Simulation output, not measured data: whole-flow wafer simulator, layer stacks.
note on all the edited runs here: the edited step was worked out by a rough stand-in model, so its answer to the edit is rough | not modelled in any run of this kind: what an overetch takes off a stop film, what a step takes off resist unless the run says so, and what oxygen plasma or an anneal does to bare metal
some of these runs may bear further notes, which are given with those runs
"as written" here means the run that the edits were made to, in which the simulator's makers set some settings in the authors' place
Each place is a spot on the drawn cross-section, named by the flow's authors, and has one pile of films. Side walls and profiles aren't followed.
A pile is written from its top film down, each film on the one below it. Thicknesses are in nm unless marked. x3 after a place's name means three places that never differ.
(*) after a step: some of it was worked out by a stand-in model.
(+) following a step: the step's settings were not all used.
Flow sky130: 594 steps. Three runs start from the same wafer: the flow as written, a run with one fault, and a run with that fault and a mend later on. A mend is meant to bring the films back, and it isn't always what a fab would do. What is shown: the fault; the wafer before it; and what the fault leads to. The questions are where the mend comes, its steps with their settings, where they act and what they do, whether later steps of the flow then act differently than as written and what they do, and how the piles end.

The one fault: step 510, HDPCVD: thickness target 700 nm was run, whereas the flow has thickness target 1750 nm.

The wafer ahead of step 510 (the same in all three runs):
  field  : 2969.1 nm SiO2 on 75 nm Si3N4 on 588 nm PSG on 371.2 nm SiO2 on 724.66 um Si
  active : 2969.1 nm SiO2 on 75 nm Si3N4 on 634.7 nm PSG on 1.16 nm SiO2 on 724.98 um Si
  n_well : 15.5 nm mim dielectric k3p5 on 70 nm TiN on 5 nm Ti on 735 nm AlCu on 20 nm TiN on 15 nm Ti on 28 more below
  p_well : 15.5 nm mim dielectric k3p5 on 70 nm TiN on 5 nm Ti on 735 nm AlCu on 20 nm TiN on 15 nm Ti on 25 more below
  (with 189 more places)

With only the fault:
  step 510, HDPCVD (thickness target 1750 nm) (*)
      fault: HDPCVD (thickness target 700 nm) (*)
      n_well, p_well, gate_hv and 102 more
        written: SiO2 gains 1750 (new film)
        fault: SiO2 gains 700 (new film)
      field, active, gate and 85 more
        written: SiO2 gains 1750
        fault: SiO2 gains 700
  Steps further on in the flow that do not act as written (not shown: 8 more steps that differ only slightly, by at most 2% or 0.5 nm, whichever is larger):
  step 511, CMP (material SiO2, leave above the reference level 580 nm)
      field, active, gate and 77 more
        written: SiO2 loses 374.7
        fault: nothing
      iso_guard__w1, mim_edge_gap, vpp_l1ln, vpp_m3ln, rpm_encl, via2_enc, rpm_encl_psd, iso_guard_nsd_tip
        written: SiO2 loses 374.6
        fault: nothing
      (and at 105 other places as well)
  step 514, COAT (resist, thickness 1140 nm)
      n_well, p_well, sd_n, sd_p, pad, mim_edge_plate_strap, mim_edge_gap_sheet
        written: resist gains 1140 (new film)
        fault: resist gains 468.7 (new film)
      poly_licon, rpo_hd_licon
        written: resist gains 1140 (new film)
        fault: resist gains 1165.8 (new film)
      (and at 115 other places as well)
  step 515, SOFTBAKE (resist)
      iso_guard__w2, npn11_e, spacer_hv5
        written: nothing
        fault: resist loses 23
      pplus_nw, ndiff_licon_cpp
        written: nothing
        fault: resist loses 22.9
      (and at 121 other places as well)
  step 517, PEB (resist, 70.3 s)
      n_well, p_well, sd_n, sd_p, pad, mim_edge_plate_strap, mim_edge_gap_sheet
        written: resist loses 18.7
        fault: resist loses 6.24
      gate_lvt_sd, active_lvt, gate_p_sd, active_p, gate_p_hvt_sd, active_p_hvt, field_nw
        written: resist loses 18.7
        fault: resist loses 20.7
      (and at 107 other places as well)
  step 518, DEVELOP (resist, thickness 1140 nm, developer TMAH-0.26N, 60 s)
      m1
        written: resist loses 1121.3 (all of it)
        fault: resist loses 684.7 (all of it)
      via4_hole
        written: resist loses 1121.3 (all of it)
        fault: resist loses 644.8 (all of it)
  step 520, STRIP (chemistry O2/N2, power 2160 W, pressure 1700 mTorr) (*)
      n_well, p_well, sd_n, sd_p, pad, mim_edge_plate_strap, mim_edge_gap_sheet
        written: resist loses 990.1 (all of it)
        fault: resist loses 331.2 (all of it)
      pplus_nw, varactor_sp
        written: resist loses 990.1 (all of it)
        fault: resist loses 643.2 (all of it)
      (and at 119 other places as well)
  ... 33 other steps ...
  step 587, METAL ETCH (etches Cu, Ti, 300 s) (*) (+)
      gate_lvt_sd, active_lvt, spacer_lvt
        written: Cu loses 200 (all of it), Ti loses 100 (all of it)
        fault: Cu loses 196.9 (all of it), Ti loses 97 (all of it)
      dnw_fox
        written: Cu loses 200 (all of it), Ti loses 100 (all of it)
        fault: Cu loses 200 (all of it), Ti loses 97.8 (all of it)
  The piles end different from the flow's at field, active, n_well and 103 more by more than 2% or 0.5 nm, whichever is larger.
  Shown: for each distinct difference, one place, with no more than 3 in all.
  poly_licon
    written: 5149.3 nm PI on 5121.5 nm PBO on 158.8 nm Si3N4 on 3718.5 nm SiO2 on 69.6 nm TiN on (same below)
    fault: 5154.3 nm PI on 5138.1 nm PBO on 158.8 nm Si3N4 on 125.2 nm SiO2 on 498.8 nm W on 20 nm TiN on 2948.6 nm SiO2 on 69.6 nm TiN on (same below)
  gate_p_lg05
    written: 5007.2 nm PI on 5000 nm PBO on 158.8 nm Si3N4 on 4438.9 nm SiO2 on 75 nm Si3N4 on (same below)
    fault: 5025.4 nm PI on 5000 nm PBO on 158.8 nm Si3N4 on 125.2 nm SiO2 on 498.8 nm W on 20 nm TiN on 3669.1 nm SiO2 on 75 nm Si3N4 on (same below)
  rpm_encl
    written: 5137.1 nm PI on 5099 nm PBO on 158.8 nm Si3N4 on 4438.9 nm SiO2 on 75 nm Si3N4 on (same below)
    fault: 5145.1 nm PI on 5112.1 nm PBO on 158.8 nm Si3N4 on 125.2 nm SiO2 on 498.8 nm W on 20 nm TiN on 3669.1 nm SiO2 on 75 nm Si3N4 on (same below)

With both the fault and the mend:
  The mend follows step 510.
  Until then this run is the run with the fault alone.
  step 510a, HDPCVD (thickness target 1050 nm) (*) (a further turn of the flow's step 510, with different settings)
      field, active, n_well and 190 more
        SiO2 gains 1050
  Every later step of the flow that is run acts as written at every place that is followed.
  By the end, the piles equal the flow's at every place that both follow.
